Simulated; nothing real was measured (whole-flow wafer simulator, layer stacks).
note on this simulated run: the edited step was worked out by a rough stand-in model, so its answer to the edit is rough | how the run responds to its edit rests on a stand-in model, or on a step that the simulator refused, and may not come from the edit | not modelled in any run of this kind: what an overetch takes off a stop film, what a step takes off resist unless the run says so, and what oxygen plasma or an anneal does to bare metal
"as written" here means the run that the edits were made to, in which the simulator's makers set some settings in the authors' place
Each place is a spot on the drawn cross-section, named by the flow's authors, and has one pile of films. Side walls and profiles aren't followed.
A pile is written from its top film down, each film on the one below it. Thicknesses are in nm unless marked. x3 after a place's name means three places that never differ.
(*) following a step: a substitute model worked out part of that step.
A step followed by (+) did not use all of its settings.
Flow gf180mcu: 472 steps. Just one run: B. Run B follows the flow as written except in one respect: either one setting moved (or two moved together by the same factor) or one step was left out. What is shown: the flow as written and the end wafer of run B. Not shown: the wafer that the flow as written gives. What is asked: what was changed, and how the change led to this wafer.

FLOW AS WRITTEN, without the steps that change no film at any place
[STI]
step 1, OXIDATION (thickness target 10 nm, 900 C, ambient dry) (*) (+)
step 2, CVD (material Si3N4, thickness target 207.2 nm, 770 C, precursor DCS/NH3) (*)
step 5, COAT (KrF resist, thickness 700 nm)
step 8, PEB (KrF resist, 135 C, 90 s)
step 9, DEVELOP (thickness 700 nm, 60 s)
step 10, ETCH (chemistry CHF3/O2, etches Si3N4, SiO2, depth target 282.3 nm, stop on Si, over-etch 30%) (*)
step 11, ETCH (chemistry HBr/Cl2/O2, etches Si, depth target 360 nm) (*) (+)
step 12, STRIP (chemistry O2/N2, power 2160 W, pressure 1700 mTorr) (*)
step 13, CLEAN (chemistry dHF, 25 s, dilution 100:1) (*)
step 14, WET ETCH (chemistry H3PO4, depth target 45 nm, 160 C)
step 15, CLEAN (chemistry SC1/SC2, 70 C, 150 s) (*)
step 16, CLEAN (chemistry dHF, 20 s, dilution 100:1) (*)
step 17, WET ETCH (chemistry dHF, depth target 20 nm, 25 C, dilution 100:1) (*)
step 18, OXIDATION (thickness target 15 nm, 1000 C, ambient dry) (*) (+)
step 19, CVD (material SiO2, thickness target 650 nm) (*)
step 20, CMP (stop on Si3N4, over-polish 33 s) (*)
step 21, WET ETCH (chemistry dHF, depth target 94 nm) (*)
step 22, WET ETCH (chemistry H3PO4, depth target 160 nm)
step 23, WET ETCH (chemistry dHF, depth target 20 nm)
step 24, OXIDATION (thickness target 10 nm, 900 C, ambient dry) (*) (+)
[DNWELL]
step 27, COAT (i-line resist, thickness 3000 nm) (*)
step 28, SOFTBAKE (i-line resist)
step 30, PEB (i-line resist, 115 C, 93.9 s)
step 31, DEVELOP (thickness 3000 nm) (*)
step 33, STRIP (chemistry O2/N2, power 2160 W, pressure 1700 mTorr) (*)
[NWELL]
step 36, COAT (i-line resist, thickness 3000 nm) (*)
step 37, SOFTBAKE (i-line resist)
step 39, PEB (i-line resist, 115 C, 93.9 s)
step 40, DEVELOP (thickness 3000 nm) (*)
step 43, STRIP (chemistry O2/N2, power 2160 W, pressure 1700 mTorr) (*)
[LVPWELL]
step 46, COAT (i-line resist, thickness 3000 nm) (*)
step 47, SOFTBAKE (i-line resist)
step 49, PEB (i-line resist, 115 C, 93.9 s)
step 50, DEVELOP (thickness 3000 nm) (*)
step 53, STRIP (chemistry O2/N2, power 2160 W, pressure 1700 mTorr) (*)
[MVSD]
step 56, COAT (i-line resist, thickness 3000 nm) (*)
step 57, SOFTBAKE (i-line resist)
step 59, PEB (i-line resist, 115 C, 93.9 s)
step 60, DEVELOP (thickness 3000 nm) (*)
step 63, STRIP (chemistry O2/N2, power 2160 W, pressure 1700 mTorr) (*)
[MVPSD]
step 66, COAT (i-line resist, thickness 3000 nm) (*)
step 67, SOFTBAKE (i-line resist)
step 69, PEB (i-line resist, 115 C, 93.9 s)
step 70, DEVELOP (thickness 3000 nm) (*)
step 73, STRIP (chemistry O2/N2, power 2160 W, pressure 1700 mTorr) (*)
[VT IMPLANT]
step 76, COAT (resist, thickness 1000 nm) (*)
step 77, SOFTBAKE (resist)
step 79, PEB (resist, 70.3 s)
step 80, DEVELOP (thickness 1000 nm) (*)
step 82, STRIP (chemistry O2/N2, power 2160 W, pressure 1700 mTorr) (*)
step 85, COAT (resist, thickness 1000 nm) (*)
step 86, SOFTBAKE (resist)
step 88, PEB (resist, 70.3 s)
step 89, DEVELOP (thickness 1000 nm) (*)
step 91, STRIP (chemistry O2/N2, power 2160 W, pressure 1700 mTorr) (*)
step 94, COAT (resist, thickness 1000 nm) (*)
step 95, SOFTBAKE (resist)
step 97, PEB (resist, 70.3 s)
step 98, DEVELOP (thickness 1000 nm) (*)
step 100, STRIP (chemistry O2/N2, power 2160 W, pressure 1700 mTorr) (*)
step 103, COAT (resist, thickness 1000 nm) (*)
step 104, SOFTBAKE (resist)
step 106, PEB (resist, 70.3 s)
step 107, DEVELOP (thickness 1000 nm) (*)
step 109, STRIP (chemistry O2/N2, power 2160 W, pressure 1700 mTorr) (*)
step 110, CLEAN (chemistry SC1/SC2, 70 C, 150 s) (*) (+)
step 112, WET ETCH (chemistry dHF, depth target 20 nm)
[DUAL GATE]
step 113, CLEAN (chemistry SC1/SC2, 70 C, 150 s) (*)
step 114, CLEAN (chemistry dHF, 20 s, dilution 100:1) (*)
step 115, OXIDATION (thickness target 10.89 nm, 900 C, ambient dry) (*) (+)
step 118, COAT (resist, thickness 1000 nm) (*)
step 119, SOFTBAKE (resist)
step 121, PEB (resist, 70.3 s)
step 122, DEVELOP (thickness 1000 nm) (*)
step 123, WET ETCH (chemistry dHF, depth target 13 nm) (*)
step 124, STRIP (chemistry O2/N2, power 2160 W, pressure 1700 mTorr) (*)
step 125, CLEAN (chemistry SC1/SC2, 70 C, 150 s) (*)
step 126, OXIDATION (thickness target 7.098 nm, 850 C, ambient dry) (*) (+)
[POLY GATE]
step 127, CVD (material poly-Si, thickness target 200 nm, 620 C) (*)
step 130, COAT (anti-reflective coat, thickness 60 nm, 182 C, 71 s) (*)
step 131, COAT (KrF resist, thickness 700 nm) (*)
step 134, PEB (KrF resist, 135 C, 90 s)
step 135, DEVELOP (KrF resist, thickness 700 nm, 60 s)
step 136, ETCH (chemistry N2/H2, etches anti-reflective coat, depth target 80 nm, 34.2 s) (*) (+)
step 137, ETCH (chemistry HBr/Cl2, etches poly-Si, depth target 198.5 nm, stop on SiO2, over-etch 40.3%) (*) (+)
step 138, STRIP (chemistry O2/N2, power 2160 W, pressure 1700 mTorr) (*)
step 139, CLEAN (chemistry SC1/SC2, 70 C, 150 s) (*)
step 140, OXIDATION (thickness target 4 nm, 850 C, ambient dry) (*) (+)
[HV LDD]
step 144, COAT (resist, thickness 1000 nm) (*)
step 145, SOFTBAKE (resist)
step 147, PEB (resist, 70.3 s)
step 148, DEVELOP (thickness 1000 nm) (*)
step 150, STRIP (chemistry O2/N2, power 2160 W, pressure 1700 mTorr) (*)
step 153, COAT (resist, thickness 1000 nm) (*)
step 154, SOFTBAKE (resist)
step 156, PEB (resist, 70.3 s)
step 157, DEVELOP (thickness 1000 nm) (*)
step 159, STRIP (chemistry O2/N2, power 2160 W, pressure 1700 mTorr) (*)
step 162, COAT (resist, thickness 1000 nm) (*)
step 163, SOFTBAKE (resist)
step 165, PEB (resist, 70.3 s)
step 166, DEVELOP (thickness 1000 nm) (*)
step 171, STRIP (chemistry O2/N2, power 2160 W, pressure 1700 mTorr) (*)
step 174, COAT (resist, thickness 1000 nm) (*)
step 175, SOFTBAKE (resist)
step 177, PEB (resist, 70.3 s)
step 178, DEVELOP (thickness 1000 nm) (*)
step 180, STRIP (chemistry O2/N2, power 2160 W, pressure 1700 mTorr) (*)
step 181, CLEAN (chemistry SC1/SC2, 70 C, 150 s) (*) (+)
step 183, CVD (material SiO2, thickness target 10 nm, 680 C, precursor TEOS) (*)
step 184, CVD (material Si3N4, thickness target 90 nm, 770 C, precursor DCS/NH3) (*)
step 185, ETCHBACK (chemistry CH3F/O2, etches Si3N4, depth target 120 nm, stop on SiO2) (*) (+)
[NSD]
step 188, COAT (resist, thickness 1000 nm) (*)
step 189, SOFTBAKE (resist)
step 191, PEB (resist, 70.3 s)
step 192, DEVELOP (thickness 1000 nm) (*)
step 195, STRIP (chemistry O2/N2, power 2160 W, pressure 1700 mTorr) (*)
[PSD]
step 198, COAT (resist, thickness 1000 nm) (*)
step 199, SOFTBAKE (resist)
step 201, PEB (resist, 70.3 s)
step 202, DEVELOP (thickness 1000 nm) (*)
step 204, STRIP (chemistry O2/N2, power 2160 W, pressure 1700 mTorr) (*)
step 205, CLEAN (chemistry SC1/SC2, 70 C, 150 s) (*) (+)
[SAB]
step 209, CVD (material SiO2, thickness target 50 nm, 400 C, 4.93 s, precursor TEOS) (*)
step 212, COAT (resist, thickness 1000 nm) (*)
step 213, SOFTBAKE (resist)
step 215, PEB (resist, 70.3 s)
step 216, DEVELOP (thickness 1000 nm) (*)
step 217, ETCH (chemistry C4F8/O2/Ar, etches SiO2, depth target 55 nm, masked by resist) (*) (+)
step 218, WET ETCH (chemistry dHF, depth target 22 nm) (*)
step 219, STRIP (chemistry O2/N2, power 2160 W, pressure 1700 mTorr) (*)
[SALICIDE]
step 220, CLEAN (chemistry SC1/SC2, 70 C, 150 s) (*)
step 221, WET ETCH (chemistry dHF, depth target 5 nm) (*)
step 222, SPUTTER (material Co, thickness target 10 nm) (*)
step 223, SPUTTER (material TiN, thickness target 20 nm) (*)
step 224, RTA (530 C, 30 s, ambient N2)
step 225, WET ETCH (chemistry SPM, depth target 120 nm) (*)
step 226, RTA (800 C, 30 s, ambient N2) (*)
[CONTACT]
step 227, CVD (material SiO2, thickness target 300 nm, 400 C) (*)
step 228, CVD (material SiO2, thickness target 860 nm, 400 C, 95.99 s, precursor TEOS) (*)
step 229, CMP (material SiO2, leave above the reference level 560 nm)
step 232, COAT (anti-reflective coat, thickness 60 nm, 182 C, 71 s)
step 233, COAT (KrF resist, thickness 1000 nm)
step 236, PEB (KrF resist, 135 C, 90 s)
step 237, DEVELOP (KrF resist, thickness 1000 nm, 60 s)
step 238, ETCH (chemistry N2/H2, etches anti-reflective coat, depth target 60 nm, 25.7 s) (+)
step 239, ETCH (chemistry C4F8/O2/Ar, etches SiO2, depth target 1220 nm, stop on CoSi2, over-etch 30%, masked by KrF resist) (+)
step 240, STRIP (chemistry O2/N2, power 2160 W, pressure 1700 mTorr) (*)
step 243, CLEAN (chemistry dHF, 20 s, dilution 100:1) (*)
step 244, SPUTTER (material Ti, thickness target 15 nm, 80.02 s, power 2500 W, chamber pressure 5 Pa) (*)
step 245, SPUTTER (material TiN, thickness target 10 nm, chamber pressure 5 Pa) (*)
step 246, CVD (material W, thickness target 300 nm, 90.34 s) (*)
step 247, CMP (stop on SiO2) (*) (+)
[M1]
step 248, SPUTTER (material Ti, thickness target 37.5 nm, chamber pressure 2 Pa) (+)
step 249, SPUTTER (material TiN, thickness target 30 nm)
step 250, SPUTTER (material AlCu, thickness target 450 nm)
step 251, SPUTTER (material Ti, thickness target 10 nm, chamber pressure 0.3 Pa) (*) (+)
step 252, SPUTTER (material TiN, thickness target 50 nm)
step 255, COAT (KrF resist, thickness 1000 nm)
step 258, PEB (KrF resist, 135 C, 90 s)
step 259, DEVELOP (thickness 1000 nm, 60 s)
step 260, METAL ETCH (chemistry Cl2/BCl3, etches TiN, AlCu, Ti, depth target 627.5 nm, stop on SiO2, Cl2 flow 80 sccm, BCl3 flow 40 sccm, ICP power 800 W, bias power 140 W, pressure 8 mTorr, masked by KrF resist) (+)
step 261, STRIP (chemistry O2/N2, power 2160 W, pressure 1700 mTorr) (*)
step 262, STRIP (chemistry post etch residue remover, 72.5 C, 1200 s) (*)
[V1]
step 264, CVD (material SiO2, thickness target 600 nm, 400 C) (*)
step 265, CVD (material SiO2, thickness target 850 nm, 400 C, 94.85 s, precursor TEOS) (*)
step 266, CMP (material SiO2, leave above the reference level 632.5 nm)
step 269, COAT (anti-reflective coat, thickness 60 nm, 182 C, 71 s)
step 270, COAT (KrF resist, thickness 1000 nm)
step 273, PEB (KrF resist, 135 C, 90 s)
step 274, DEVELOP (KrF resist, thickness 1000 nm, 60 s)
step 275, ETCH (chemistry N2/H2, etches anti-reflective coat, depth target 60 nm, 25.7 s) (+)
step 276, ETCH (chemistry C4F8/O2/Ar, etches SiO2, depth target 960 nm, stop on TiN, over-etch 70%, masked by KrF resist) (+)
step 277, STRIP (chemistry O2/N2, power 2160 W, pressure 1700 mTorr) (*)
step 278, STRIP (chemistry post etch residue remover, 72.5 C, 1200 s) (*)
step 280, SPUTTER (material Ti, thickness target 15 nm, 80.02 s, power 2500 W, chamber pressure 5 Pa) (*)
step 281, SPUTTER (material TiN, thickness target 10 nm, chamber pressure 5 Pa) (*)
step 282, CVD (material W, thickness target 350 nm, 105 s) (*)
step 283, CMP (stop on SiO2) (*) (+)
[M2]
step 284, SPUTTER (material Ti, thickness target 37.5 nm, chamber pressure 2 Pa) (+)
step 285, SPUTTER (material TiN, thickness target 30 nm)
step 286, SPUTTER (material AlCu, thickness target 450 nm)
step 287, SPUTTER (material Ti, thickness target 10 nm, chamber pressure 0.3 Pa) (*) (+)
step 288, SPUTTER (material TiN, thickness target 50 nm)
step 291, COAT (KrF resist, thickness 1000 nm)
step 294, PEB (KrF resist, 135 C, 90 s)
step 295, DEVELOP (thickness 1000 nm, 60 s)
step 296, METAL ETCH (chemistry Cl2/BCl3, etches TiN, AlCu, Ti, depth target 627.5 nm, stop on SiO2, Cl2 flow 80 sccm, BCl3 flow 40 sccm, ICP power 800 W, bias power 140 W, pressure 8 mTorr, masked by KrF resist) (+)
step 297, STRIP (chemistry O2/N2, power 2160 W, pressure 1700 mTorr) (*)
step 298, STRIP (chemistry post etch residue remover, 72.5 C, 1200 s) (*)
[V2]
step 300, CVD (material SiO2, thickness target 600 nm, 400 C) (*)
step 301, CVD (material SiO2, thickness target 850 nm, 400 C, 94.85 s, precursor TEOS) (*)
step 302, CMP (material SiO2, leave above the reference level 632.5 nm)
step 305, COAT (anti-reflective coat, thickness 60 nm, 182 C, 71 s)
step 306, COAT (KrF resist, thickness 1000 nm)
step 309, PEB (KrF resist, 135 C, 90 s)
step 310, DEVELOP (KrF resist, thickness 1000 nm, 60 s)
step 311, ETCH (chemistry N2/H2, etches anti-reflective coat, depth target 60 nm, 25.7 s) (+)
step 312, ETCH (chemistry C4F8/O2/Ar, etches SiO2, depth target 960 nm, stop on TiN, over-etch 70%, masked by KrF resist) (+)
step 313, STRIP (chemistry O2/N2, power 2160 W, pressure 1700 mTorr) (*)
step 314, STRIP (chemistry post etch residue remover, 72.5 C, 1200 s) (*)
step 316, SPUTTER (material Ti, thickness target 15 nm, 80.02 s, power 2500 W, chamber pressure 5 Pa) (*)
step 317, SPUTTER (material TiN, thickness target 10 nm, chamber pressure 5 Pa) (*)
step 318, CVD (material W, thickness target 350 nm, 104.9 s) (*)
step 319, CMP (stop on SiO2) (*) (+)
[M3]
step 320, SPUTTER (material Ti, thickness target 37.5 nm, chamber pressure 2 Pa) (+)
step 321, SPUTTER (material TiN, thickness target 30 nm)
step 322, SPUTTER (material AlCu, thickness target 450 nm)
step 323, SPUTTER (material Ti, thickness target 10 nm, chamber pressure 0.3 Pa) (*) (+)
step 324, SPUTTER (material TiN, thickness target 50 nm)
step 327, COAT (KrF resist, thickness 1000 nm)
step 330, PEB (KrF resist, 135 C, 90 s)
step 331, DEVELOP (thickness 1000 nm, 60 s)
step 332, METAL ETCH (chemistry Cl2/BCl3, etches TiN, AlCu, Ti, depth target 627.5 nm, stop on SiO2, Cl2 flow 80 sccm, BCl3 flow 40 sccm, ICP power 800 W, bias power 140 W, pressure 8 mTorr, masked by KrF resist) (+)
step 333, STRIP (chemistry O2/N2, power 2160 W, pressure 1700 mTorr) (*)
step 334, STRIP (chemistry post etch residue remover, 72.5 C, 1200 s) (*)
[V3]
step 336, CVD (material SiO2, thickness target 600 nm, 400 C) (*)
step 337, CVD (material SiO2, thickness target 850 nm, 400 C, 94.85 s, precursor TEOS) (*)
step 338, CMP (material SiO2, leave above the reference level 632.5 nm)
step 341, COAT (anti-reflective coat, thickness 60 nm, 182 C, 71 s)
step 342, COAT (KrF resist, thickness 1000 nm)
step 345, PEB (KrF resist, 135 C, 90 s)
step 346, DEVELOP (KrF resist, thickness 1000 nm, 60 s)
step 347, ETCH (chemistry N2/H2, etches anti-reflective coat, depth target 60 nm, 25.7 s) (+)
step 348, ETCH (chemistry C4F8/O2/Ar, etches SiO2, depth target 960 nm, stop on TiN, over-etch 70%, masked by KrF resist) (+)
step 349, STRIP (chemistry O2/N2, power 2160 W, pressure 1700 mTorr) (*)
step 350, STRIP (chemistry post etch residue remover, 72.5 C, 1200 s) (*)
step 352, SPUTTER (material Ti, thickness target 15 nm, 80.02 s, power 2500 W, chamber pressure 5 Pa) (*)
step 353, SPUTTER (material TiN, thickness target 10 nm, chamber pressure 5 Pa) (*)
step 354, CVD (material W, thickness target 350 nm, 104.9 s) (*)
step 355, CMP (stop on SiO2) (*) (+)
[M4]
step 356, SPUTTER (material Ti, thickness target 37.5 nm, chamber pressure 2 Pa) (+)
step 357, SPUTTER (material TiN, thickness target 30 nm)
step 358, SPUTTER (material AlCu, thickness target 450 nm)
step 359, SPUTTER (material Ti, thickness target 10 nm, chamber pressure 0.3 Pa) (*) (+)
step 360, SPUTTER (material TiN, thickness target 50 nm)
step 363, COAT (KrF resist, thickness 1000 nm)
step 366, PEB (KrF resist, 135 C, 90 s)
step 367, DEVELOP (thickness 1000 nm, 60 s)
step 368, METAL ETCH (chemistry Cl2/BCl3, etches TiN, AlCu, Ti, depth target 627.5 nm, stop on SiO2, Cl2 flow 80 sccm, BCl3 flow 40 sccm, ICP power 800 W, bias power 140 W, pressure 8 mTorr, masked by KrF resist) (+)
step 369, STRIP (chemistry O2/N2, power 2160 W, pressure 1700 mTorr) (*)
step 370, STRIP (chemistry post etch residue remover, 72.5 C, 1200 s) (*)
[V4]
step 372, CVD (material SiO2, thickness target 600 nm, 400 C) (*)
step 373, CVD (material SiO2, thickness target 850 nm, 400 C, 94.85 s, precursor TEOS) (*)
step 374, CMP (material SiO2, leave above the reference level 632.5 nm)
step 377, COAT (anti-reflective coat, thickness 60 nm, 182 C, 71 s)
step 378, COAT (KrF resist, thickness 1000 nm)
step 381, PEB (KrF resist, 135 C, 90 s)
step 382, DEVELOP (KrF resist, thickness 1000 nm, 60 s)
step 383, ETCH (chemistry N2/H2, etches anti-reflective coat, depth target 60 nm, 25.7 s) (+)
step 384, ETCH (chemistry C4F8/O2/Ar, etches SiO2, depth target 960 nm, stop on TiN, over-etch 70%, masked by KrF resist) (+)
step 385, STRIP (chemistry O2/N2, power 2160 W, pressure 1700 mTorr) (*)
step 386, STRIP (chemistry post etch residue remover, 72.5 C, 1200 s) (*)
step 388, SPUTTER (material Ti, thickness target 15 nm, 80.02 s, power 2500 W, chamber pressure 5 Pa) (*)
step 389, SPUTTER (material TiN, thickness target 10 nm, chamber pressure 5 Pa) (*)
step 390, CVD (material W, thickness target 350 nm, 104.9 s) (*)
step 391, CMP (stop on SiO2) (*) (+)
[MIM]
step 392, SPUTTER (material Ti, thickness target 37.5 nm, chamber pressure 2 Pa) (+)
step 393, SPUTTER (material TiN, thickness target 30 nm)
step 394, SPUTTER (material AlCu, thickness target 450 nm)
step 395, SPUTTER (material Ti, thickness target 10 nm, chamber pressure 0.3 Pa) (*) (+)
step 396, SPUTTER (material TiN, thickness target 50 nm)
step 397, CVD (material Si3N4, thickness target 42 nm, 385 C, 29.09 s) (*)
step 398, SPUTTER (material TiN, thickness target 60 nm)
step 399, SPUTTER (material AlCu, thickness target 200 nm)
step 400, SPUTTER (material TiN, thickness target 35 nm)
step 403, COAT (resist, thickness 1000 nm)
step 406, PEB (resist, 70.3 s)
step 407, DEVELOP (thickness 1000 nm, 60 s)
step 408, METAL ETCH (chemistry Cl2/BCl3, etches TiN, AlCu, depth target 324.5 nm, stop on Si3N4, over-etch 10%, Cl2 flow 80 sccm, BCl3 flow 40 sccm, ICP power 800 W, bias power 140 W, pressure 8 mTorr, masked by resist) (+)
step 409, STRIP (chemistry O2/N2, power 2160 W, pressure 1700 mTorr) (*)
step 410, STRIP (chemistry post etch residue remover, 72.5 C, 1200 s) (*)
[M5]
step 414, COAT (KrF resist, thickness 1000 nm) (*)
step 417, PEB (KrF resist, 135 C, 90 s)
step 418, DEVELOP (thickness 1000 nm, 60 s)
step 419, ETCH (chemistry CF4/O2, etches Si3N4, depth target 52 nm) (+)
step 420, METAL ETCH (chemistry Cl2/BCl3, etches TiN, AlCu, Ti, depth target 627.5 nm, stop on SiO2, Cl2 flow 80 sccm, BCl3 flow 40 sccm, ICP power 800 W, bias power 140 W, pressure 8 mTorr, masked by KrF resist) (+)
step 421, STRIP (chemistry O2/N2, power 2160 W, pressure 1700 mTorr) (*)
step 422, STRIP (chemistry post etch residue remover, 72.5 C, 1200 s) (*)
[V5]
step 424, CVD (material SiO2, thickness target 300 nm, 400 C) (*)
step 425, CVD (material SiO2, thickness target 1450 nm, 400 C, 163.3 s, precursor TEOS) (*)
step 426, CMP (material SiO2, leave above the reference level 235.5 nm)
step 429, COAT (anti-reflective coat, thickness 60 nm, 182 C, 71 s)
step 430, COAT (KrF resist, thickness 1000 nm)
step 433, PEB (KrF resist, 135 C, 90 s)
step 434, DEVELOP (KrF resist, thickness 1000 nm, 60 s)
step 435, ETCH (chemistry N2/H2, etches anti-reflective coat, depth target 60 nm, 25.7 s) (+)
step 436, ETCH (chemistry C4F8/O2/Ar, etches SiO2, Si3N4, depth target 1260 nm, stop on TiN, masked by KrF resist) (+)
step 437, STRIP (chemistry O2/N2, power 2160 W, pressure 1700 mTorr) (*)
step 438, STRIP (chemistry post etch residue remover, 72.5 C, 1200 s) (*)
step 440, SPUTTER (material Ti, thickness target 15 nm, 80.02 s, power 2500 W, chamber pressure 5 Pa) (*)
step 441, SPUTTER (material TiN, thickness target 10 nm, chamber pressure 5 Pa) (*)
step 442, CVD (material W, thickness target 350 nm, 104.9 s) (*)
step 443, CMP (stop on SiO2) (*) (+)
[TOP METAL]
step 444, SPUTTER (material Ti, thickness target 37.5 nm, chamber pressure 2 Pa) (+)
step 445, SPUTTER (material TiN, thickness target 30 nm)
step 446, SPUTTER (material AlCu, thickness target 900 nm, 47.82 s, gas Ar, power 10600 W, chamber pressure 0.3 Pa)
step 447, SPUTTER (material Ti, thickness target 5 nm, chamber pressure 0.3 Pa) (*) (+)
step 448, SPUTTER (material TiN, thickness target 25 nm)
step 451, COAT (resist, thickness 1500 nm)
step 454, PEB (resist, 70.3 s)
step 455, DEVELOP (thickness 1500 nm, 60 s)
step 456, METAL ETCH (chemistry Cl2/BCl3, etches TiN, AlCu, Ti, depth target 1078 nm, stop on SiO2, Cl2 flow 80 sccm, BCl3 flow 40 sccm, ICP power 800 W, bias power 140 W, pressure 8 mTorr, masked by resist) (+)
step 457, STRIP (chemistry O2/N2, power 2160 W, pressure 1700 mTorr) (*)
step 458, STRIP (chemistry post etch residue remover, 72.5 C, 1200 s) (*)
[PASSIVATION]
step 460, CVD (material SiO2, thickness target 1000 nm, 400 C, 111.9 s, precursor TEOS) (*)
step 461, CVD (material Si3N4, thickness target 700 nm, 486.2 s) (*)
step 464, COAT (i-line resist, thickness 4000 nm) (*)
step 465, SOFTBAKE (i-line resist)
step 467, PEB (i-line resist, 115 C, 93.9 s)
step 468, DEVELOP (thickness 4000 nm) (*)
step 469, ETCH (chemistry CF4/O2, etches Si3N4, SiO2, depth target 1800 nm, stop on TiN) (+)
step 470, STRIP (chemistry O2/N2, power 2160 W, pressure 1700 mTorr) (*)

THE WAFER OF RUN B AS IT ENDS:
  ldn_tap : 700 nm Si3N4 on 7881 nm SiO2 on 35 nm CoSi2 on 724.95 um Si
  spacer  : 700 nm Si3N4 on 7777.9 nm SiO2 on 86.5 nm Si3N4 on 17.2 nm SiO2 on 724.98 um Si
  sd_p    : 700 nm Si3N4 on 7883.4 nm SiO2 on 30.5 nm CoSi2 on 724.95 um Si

Cause: step 209, CVD: thickness target 75.5 nm was run, while the flow as written has thickness target 50 nm; step 209, CVD: 7.445 s was run, where the flow has 4.93 s.

The path from the change to this, step by step:
  step 209, CVD (material SiO2, thickness target 50 nm, 400 C, 4.93 s, precursor TEOS) (*)
      field, field__w7, field__w8 and 73 more: +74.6 SiO2 (as written it would have been: +50 SiO2)
      field_sub, field_sub__w2, ld_drn_n, ld_sd_p: +72.8 SiO2 (as written it would have been: +48.8 SiO2)
      (also at 29 further places)
  step 217, ETCH (chemistry C4F8/O2/Ar, etches SiO2, depth target 55 nm, masked by resist) (*) (+)
      spacer: -55 SiO2 (as written it would have been: -50 SiO2 (all of it), -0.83 Si3N4)
  step 218, WET ETCH (chemistry dHF, depth target 22 nm) (*)
      ldn_tap, ldn_src, ldn_drn, ldp_tap, ldp_src, ldp_drn, ldp_gr: -38.3 SiO2 (as written it would have been: -16 SiO2 (all of it))
      ld_drn_n, ld_sd_p: -37 SiO2 (as written it would have been: -14.8 SiO2 (all of it))
      (also at 91 further places)
  step 219, STRIP (chemistry O2/N2, power 2160 W, pressure 1700 mTorr) (*)
      active_hv, active_nat, ld_sd_n and 11 more: nothing (as written it would have been: +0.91 chemical SiO2 (new film), -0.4 Si)
  step 220, CLEAN (chemistry SC1/SC2, 70 C, 150 s) (*)
      ld_drn_p: -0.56 SiO2 (all of it) (as written it would have been: -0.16 chemical SiO2, -0.23 Si)
  step 221, WET ETCH (chemistry dHF, depth target 5 nm) (*)
      ldn_tap, ldn_src, ldn_drn, ldp_tap, ldp_src, ldp_drn, ldp_gr: -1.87 SiO2 (all of it) (as written it would have been: -0.76 chemical SiO2 (all of it))
      ld_drn_n, ld_sd_p: -1.43 SiO2 (all of it) (as written it would have been: -0.76 chemical SiO2 (all of it))
      (also at 5 further places)
  step 223, SPUTTER (material TiN, thickness target 20 nm) (*)
      field__w12: +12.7 TiN (new film) (as written it would have been: +12 TiN (new film))
      sd_p: +17.1 TiN (new film) (as written it would have been: +17.9 TiN (new film))
      (also at 1 further place)
  step 224, RTA (530 C, 30 s, ambient N2)
      sd_p: under 1 film: +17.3 CoSi (new film), -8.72 Co (all of it), -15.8 Si (as written it would have been: under 1 film: +18.1 CoSi (new film), -9.09 Co (all of it), -16.5 Si)
  step 225, WET ETCH (chemistry SPM, depth target 120 nm) (*)
      field__w12: -12.7 TiN (all of it), -6.45 Co (all of it) (as written it would have been: -12 TiN (all of it), -6.15 Co (all of it))
      sd_p: -17.1 TiN (all of it) (as written it would have been: -17.9 TiN (all of it))
      (also at 1 further place)
  step 226, RTA (800 C, 30 s, ambient N2) (*)
      sd_p: +30.5 CoSi2 (new film), -17.3 CoSi (all of it), -15.8 Si (as written it would have been: +31.8 CoSi2 (new film), -18.1 CoSi (all of it), -16.5 Si)
  step 229, CMP (material SiO2, leave above the reference level 560 nm)
      ldn_sep__w1, ldn_sep__w2, ldn_dft and 8 more: -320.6 SiO2 (as written it would have been: -311 SiO2)
      sti, mim_1p0, pad, dice_street, iso_nw_fld, iso_fld_sub: -306.4 SiO2 (as written it would have been: -296.8 SiO2)
      (also at 43 further places)
